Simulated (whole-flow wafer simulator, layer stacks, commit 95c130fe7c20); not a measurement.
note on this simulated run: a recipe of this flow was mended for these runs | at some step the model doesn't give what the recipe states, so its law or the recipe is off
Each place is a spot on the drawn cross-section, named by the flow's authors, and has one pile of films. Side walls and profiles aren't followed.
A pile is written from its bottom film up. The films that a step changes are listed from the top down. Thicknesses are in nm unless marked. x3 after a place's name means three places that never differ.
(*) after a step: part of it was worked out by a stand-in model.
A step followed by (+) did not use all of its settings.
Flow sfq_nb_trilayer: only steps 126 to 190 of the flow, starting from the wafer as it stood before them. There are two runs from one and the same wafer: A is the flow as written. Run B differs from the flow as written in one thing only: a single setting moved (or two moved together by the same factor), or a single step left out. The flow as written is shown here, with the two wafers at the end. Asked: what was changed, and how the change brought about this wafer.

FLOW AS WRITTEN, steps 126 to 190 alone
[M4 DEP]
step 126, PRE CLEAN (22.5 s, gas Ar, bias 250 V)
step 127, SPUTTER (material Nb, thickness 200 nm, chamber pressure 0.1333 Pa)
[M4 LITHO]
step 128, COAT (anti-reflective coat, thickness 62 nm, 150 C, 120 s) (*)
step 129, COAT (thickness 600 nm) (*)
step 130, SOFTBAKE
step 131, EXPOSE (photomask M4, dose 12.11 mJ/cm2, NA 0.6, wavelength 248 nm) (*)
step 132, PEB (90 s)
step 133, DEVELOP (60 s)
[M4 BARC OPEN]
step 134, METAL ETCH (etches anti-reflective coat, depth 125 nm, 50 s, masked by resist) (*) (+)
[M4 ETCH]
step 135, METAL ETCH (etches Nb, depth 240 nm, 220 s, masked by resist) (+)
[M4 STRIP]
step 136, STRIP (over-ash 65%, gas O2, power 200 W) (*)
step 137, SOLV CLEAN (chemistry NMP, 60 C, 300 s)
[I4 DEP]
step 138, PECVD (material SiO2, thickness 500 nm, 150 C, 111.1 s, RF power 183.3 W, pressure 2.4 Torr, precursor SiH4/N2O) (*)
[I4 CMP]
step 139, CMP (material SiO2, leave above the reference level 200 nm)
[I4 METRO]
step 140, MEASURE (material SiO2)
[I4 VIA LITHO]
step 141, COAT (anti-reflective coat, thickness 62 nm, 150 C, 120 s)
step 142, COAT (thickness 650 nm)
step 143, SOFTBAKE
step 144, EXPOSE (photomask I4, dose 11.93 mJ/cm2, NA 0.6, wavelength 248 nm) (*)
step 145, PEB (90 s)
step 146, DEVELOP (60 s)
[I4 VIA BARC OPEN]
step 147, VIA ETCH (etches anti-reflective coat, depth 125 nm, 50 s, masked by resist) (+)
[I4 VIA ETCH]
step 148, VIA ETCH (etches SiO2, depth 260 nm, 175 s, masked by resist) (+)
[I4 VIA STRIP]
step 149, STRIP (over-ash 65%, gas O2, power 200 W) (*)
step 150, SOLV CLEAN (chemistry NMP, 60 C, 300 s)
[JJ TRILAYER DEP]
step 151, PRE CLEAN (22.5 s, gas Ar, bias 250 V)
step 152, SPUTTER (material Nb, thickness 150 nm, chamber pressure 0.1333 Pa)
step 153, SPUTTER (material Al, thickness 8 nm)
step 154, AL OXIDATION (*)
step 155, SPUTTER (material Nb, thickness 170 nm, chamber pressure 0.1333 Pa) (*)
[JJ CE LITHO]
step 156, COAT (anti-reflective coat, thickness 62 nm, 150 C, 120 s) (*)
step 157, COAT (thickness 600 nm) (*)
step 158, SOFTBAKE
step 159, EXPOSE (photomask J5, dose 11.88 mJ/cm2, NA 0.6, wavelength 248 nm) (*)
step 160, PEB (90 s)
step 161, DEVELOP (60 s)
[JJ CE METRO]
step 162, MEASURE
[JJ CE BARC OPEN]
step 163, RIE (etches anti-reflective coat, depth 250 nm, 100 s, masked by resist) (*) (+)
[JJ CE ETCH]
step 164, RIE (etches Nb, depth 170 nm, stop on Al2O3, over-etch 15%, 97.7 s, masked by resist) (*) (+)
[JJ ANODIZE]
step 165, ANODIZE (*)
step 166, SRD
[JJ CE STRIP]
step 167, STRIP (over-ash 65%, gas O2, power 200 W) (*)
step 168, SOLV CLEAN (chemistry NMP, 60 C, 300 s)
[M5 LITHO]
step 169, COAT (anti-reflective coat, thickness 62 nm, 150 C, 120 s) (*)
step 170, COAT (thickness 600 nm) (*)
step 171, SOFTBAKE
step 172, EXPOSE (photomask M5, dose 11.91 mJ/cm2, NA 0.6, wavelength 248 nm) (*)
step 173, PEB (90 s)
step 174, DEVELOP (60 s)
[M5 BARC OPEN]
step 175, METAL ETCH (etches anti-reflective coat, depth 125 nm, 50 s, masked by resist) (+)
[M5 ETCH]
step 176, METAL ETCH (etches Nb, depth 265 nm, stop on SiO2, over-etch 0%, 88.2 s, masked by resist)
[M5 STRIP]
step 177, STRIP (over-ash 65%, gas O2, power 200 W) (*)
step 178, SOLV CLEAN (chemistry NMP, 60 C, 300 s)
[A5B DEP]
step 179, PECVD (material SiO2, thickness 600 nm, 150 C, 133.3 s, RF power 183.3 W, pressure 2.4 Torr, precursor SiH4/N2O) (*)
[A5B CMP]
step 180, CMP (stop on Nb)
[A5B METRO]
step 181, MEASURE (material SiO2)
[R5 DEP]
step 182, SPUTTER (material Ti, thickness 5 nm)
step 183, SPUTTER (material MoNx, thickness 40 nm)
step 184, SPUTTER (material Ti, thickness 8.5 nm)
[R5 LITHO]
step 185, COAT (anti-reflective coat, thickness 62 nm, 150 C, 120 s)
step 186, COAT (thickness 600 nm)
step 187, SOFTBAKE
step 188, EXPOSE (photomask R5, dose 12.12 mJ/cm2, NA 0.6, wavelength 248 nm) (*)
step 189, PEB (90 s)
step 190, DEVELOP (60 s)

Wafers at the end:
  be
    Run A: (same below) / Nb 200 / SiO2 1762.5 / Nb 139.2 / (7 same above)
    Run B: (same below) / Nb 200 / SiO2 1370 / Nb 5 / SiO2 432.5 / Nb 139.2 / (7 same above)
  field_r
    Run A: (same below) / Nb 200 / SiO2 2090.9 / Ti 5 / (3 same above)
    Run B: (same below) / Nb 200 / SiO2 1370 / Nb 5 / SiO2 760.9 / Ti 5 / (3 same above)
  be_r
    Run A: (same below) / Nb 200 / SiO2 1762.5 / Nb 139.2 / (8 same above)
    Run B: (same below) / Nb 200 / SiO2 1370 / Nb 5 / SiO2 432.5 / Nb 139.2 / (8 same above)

Cause: step 127, SPUTTER: thickness 245 nm was run, whereas the flow has thickness 200 nm.

Step by step, how the change led to this:
  step 127, SPUTTER (material Nb, thickness 200 nm, chamber pressure 0.1333 Pa)
      field_l, v_sur, via_wl and 102 more: A +200 Nb (new film) | B +245 Nb (new film)
      via_v: A +164.5 Nb | B +201.9 Nb
  step 128, COAT (anti-reflective coat, thickness 62 nm, 150 C, 120 s) (*)
      via_v: A +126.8 anti-reflective coat (new film) | B +129.4 anti-reflective coat (new film)
  step 135, METAL ETCH (etches Nb, depth 240 nm, 220 s, masked by resist) (+)
      field_l, be, be_sur and 64 more: A -200 Nb (all of it), -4 SiO2 | B -240 Nb
  step 136, STRIP (over-ash 65%, gas O2, power 200 W) (*)
      via_v: A -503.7 KrF-resist-other-grade (all of it), -126.8 anti-reflective coat (all of it) | B -508 KrF-resist-other-grade (all of it), -129.4 anti-reflective coat (all of it)
  step 138, PECVD (material SiO2, thickness 500 nm, 150 C, 111.1 s, RF power 183.3 W, pressure 2.4 Torr, precursor SiH4/N2O) (*)
      field_l, be, be_sur and 55 more: A +500 SiO2 | B +500 SiO2 (new film)
      p3_s0 x6: A +561.1 SiO2 | B +597.1 SiO2 (new film)
      (also at 3 further places)
  step 139, CMP (material SiO2, leave above the reference level 200 nm)
      field_l, be, be_sur and 55 more: A -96 SiO2 | B -60 SiO2
      lsp_r, l0_sur, l0v: A -87.7 SiO2 | B -50.3 SiO2
      (also at 1 further place)
If metal films that touch count as one body, be has 4 bodies (between them, from the top down: SiO2 146.5 / Al2O3 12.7 / Nb2O5 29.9; SiO2 432.5; SiO2 1370); the flow as written gives 3 bodies (between them, from the top down: SiO2 146.5 / Al2O3 12.7 / Nb2O5 29.9; SiO2 1762.5).
If metal films that touch count as one body, field_r has 3 bodies (between them, from the top down: SiO2 760.9; SiO2 1370); the flow as written gives 2 bodies (between them, from the top down: SiO2 2090.9).
If metal films that touch count as one body, be_r has 4 bodies (between them, from the top down: SiO2 146.5 / Al2O3 12.7 / Nb2O5 29.9; SiO2 432.5; SiO2 1370); the flow as written gives 3 bodies (between them, from the top down: SiO2 146.5 / Al2O3 12.7 / Nb2O5 29.9; SiO2 1762.5).
